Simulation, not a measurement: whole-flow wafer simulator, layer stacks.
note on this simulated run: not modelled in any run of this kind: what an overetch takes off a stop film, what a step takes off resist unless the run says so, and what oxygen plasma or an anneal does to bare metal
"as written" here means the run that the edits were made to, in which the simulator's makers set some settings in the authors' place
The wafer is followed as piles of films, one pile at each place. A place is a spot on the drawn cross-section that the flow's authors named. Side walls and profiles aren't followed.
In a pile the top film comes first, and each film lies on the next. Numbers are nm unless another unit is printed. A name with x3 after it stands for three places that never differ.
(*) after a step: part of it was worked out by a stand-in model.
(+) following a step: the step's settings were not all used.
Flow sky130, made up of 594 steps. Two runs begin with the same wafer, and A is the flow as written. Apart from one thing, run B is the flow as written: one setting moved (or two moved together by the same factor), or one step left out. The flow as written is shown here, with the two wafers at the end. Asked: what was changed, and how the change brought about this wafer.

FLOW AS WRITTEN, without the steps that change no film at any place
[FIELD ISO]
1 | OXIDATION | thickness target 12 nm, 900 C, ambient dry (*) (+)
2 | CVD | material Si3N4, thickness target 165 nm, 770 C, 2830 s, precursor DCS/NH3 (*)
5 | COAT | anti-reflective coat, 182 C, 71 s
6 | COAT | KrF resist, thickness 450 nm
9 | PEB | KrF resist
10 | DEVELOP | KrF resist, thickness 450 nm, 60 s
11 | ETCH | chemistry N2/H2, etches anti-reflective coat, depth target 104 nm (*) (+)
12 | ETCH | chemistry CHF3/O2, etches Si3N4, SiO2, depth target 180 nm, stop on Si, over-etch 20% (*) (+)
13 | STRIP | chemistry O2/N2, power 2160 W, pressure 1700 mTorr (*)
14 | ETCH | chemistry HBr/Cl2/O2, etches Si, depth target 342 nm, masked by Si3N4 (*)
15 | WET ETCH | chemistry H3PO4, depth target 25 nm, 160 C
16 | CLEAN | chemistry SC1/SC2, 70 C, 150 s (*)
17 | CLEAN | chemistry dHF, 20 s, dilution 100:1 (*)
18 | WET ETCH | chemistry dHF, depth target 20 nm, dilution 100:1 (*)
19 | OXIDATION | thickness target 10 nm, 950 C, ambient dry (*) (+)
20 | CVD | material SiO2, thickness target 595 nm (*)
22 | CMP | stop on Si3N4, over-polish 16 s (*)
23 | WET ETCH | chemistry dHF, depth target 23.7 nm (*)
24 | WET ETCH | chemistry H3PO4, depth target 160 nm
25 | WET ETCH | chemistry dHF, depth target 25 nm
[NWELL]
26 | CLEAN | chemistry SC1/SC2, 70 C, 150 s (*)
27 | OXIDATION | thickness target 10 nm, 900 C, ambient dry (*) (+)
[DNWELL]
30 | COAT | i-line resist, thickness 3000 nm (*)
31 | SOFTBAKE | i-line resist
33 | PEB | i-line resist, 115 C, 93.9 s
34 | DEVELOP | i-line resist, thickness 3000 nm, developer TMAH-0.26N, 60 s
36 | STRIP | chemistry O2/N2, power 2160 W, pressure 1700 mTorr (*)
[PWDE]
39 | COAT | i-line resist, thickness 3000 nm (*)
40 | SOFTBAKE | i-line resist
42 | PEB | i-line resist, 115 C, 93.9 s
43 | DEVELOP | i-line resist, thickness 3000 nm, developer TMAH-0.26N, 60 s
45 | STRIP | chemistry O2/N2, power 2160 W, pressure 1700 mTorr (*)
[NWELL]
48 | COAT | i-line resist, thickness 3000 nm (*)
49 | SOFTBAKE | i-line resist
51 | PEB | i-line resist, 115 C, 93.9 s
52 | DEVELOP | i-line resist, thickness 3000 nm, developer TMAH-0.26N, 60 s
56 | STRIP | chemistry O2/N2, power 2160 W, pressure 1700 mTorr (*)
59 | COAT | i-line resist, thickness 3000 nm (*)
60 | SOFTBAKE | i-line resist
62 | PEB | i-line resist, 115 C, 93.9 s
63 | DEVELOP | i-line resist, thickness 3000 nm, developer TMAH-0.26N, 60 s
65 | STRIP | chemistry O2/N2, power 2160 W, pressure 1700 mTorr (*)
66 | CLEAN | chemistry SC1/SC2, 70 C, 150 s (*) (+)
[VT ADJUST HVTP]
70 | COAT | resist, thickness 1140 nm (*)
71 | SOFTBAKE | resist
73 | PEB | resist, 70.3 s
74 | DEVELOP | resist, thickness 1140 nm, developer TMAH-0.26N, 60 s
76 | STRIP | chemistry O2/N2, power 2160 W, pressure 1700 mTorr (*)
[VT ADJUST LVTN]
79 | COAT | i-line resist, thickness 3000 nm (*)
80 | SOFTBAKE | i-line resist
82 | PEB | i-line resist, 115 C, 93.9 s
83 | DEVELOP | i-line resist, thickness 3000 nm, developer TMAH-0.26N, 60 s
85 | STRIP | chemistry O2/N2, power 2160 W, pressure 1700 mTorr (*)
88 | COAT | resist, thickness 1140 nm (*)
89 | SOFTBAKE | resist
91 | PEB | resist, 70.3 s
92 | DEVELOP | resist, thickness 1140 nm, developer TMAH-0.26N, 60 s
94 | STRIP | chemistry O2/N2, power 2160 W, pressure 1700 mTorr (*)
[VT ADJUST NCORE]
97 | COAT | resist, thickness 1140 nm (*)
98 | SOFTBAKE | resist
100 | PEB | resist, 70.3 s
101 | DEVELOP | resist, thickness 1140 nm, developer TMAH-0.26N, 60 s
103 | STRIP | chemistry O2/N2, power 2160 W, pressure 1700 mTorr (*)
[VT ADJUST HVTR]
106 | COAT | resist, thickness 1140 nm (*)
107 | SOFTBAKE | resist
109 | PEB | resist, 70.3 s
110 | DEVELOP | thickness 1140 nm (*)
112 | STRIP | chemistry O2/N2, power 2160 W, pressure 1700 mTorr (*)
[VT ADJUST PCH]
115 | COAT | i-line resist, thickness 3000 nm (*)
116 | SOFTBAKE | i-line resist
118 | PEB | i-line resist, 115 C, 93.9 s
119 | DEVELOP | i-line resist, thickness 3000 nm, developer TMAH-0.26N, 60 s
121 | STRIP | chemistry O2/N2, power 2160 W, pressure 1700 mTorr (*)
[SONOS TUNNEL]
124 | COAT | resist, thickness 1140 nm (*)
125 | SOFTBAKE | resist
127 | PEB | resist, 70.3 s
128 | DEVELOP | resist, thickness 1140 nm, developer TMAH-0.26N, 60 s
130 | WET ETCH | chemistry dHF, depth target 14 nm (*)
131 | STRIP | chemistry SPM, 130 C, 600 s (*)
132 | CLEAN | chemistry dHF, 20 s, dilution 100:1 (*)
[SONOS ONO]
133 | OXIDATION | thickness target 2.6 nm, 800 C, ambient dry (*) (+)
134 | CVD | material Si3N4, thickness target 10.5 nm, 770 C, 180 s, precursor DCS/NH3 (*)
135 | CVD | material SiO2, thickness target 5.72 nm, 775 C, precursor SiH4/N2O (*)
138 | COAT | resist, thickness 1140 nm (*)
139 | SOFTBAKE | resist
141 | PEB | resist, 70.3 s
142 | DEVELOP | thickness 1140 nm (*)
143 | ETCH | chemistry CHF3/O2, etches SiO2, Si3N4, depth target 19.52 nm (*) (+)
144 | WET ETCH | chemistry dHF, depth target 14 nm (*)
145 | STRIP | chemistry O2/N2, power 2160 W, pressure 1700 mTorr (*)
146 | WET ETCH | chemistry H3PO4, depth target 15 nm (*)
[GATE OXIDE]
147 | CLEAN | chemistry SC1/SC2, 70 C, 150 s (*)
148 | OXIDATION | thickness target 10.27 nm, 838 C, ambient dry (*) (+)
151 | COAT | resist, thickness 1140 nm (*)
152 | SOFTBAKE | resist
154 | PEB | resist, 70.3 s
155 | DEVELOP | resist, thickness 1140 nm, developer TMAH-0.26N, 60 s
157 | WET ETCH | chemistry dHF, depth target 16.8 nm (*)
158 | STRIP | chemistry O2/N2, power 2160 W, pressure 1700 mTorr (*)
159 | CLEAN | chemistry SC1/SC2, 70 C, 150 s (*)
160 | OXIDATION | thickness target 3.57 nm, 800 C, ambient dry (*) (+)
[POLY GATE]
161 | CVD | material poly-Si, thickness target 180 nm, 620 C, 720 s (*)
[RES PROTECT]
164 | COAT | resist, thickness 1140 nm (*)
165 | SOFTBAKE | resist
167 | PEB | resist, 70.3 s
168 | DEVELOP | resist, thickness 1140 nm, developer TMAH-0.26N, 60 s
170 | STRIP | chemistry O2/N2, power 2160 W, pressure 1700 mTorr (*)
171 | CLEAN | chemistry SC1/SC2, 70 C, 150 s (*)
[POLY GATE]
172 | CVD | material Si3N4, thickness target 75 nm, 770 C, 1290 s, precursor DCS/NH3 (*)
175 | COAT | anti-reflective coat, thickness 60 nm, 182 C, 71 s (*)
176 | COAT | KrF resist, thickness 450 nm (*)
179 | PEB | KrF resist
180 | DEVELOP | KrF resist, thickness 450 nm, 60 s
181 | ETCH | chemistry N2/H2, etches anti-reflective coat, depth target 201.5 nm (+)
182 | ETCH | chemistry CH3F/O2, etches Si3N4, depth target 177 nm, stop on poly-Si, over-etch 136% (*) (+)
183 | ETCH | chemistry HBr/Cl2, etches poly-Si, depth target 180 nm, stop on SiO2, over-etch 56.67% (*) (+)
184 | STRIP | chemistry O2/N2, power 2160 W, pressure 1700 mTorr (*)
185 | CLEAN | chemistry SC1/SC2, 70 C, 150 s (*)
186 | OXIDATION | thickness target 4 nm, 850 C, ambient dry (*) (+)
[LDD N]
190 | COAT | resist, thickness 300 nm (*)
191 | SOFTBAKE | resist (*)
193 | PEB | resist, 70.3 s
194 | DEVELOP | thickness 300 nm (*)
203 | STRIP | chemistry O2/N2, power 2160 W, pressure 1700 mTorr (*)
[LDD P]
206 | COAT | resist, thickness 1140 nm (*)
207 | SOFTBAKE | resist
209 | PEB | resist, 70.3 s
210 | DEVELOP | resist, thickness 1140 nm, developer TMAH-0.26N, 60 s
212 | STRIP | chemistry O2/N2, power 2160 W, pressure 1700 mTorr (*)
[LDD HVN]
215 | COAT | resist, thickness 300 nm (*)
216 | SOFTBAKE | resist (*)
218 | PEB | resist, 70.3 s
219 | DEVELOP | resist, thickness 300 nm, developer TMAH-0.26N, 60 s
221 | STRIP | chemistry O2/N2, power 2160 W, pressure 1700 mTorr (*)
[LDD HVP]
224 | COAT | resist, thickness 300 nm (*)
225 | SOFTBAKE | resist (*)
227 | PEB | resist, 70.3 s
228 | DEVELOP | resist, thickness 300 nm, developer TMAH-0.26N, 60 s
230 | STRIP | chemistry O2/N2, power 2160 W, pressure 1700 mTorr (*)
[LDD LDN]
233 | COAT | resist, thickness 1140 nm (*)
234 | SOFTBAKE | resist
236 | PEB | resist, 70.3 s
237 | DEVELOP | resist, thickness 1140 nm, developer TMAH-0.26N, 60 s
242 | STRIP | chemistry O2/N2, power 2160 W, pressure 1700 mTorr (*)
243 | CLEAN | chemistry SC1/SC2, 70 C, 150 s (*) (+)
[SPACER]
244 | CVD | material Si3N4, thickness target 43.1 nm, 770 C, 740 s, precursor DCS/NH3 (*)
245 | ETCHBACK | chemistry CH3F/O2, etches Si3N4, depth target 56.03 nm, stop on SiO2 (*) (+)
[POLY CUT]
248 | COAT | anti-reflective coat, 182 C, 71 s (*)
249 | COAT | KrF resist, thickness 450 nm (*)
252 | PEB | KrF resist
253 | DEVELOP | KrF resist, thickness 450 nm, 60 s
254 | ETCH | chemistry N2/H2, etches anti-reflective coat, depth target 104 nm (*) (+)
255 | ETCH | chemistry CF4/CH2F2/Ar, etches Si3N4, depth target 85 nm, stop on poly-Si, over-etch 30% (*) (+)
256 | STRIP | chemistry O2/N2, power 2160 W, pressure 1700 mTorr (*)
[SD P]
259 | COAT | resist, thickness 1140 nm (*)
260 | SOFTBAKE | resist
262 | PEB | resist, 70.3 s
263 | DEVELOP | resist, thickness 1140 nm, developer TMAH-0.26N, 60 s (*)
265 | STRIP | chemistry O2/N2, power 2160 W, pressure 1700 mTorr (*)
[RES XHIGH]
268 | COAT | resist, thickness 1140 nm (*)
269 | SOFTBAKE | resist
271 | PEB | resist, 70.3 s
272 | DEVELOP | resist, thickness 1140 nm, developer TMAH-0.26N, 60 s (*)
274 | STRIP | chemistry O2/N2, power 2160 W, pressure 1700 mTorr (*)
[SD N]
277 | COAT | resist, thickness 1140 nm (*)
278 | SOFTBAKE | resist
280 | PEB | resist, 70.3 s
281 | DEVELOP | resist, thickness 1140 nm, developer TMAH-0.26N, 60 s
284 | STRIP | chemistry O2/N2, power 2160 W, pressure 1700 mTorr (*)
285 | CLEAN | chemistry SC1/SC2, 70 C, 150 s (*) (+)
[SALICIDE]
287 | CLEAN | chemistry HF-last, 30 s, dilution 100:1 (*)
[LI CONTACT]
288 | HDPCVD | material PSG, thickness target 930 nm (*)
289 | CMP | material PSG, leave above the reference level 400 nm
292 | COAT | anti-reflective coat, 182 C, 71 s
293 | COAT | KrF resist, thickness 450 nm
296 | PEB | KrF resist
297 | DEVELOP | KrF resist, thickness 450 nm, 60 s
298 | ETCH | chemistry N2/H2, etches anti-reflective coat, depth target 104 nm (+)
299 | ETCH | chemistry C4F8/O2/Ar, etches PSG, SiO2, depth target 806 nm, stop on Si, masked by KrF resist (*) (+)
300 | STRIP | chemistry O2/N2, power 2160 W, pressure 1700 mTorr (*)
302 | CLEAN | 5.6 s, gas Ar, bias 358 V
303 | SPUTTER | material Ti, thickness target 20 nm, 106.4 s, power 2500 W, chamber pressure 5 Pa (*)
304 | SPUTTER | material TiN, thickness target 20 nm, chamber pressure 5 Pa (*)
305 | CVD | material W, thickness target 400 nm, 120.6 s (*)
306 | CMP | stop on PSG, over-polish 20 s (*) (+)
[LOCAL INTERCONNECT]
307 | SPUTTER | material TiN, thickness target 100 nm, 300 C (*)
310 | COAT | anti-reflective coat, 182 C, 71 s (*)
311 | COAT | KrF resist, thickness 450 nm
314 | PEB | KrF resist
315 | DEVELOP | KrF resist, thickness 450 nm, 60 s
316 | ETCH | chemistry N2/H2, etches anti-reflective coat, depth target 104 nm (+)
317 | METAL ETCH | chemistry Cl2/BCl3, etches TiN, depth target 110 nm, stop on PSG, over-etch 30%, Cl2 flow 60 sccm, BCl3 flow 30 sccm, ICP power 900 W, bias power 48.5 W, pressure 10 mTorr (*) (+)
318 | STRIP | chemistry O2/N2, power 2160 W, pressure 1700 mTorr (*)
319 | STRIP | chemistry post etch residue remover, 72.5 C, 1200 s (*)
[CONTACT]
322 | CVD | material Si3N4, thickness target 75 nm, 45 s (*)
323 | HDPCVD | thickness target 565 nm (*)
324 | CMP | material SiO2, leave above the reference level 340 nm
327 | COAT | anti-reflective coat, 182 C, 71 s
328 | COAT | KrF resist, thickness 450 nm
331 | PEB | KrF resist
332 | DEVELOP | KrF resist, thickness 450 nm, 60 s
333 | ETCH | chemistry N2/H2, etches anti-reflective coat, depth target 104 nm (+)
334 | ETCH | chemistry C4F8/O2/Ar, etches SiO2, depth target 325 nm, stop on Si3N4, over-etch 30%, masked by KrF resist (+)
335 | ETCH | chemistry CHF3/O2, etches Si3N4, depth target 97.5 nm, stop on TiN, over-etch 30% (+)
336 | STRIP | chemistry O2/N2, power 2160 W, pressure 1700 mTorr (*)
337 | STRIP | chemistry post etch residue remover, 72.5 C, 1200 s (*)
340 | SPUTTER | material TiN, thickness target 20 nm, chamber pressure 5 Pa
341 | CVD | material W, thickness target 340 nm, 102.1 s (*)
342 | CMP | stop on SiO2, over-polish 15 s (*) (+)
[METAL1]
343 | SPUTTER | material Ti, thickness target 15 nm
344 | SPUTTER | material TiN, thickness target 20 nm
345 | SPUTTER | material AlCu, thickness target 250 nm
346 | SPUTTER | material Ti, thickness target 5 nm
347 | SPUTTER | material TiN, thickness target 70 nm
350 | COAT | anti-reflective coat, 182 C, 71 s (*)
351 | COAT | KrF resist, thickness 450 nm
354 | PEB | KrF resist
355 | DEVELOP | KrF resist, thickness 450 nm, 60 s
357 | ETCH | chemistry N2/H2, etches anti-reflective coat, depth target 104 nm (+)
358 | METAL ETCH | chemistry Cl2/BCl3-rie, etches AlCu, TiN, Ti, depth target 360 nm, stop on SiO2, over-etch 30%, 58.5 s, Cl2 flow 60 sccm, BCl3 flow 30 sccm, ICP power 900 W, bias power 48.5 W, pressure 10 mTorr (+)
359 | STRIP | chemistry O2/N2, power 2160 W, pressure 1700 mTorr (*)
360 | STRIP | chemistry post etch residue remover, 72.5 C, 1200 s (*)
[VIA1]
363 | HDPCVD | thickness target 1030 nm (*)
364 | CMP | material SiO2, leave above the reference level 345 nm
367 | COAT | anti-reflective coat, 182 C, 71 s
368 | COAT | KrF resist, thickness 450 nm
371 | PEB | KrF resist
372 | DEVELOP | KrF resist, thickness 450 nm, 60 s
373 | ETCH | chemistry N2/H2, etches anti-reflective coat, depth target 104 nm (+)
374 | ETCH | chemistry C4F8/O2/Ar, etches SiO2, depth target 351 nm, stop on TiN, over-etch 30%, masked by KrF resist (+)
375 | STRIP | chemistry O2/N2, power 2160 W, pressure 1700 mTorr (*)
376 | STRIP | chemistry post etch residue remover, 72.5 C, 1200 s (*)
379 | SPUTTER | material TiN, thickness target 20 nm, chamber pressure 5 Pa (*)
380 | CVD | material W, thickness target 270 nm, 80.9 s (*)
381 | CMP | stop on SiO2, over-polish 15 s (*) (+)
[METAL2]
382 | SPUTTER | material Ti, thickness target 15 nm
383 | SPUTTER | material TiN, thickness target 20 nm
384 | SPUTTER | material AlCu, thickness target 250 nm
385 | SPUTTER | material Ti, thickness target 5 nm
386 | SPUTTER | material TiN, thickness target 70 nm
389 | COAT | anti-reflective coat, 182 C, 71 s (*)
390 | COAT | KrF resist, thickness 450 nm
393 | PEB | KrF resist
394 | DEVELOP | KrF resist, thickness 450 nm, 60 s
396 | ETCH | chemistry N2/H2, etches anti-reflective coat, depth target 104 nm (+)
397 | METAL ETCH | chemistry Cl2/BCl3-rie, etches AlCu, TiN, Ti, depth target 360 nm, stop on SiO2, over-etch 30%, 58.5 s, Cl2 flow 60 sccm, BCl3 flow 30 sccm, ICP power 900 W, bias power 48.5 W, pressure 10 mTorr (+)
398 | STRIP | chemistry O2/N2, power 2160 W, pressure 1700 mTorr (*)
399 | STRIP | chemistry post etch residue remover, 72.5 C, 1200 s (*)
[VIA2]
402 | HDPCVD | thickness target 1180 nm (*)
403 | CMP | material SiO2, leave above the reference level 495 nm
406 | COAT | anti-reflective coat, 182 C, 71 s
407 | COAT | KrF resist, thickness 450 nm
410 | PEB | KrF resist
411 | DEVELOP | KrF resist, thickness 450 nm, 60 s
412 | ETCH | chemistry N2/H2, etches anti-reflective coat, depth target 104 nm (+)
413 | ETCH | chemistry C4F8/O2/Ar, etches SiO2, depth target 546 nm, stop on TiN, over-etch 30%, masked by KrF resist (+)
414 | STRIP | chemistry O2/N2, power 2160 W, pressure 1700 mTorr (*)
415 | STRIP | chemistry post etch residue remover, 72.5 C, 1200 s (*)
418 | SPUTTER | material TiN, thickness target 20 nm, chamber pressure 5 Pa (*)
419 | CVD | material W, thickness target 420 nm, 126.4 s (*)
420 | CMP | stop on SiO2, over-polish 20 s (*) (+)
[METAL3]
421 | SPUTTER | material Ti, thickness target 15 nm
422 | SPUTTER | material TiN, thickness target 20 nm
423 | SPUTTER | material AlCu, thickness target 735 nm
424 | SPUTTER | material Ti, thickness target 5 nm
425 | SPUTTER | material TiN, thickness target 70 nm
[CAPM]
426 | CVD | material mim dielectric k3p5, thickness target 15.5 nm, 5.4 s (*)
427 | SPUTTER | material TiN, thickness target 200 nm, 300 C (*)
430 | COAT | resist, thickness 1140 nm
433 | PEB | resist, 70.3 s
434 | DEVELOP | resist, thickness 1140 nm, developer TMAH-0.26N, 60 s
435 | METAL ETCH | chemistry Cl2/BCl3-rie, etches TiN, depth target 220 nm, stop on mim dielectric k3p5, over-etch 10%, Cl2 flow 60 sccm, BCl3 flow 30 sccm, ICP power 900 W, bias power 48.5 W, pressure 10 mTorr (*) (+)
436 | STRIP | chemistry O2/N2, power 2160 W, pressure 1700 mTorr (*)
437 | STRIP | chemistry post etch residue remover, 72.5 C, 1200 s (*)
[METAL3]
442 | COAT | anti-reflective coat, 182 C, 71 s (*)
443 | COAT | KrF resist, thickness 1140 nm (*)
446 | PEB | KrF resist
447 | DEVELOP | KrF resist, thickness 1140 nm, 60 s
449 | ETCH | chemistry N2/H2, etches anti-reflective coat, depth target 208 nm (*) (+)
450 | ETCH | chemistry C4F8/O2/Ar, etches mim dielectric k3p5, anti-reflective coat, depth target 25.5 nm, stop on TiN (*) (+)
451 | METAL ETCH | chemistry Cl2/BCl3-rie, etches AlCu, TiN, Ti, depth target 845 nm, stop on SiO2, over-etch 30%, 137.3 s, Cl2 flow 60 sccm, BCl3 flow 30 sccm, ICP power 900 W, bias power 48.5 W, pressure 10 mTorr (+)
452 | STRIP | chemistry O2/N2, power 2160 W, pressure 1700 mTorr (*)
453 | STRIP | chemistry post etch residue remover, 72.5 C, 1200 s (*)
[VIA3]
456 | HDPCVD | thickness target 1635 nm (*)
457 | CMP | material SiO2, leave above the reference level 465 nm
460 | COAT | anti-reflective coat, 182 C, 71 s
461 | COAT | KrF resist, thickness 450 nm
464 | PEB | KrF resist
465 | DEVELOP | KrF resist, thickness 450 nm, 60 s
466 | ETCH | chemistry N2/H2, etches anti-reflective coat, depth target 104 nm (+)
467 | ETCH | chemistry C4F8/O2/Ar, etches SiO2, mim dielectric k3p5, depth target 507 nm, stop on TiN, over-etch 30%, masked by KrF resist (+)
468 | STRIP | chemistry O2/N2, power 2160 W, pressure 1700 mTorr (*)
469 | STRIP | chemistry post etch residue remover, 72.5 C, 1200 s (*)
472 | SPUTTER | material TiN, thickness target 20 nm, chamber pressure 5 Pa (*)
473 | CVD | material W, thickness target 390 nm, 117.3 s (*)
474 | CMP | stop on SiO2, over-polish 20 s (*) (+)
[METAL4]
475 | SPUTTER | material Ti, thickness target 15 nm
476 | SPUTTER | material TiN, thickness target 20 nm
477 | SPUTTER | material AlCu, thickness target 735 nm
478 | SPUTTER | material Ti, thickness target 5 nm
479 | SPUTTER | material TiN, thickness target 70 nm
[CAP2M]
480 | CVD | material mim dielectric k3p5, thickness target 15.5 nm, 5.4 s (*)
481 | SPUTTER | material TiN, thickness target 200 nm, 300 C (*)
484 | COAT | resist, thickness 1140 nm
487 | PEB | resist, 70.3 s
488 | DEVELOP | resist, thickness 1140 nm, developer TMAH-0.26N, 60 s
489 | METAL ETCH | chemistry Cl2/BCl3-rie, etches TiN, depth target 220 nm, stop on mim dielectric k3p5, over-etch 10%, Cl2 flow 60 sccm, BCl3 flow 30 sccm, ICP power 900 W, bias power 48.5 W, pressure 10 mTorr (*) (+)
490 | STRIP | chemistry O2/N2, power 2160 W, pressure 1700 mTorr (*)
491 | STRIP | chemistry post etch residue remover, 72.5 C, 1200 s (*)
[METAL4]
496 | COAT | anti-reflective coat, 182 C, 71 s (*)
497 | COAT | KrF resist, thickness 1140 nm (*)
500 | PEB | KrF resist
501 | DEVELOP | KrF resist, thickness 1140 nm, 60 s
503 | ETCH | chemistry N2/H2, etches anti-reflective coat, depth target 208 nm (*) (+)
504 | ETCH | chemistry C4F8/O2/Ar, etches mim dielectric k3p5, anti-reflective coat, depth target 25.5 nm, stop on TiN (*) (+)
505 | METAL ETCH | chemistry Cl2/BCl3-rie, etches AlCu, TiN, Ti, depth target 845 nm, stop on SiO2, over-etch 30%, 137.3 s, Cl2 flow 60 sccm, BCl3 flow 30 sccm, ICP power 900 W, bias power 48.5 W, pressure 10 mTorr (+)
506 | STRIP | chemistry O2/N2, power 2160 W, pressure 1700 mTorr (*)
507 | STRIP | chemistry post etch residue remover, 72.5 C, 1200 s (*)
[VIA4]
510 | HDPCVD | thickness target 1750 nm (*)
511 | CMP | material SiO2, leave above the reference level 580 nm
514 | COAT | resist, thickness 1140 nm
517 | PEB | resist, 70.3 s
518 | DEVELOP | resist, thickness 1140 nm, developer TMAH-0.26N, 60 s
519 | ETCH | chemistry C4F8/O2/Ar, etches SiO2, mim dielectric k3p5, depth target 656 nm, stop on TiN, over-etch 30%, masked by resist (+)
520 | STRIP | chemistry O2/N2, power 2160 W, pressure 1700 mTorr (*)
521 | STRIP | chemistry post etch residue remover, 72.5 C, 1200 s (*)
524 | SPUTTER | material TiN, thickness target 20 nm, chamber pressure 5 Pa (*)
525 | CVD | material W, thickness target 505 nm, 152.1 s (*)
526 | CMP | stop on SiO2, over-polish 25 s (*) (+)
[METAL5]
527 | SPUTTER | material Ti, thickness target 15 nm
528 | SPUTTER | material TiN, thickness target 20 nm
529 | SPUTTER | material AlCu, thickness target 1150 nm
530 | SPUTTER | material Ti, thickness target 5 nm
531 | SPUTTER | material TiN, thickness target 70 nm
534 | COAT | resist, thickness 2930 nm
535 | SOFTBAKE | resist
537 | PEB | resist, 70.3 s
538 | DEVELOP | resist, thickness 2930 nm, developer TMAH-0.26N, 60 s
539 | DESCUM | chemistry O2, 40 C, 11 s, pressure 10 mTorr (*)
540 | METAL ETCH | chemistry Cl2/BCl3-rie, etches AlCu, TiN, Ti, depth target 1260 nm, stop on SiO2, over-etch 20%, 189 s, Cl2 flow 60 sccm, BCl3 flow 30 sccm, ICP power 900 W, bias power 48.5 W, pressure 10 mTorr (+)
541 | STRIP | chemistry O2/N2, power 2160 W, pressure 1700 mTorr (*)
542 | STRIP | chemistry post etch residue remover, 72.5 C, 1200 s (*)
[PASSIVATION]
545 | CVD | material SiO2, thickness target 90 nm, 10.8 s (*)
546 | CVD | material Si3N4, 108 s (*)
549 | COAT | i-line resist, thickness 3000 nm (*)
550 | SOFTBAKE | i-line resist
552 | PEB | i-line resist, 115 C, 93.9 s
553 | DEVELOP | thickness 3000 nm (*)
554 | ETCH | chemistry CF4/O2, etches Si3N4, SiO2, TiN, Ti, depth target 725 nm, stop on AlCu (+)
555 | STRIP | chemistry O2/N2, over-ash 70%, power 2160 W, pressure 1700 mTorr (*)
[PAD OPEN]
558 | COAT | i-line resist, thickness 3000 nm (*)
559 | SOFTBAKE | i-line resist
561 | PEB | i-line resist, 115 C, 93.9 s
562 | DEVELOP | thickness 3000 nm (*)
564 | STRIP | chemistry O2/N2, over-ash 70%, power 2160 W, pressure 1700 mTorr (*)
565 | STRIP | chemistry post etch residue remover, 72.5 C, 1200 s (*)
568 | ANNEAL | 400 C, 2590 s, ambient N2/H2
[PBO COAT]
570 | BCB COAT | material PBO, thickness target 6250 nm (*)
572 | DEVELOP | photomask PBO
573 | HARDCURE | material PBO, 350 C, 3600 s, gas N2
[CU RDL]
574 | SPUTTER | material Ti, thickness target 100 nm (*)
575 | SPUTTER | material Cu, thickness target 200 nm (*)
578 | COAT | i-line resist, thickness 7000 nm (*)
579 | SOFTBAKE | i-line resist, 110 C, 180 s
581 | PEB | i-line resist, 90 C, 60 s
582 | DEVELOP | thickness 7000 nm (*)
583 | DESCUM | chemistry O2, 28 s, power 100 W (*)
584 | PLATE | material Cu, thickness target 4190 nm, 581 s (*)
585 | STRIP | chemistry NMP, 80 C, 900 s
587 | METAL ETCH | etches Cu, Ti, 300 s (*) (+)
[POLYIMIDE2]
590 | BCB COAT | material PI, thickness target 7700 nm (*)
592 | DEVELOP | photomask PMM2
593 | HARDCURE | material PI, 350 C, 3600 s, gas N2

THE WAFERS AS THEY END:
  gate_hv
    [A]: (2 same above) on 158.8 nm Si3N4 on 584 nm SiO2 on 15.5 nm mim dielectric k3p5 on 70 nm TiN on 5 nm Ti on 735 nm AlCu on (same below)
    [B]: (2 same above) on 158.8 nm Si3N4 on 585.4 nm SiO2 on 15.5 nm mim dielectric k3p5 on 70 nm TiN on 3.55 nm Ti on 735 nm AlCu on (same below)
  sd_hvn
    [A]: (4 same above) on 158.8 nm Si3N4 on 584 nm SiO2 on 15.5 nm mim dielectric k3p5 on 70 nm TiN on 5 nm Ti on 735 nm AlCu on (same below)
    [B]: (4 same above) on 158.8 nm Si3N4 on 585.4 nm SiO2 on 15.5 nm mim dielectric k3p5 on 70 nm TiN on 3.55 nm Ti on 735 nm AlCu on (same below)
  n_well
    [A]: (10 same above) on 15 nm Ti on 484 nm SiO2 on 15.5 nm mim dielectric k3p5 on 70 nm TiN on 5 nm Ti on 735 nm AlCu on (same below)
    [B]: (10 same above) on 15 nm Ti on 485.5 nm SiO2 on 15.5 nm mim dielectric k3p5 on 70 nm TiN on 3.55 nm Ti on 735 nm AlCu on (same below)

Cause: step 478, SPUTTER: thickness target 3.55 nm was run, whereas the flow has thickness target 5 nm.
The wafer lets one read it off: gate_hv has Ti 3.55, and step 478 as written asks for 5 nm.

How this came from the change, step by step:
  478 | SPUTTER | material Ti, thickness target 5 nm
      field, active, n_well and 189 more: A Ti gains 5 (new film) | B Ti gains 3.55 (new film)
  505 | METAL ETCH | chemistry Cl2/BCl3-rie, etches AlCu, TiN, Ti, depth target 845 nm, stop on SiO2, over-etch 30%, 137.3 s, Cl2 flow 60 sccm, BCl3 flow 30 sccm, ICP power 900 W, bias power 48.5 W, pressure 10 mTorr (+)
      field, gate, spacer and 68 more: A TiN loses 70 (all of it), Ti loses 5 (all of it), AlCu loses 735 (all of it), TiN loses 20 (all of it), Ti loses 15 (all of it), SiO2 loses 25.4 | B TiN loses 70 (all of it), Ti loses 3.55 (all of it), AlCu loses 735 (all of it), TiN loses 20 (all of it), Ti loses 15 (all of it), SiO2 loses 25.5
      active, vpp_iso1, mim_edge_plate and 14 more: A TiN loses 70 (all of it), Ti loses 5 (all of it), AlCu loses 735 (all of it), TiN loses 20 (all of it), Ti loses 15 (all of it), SiO2 loses 25.3 | B TiN loses 70 (all of it), Ti loses 3.55 (all of it), AlCu loses 735 (all of it), TiN loses 20 (all of it), Ti loses 15 (all of it), SiO2 loses 25.5
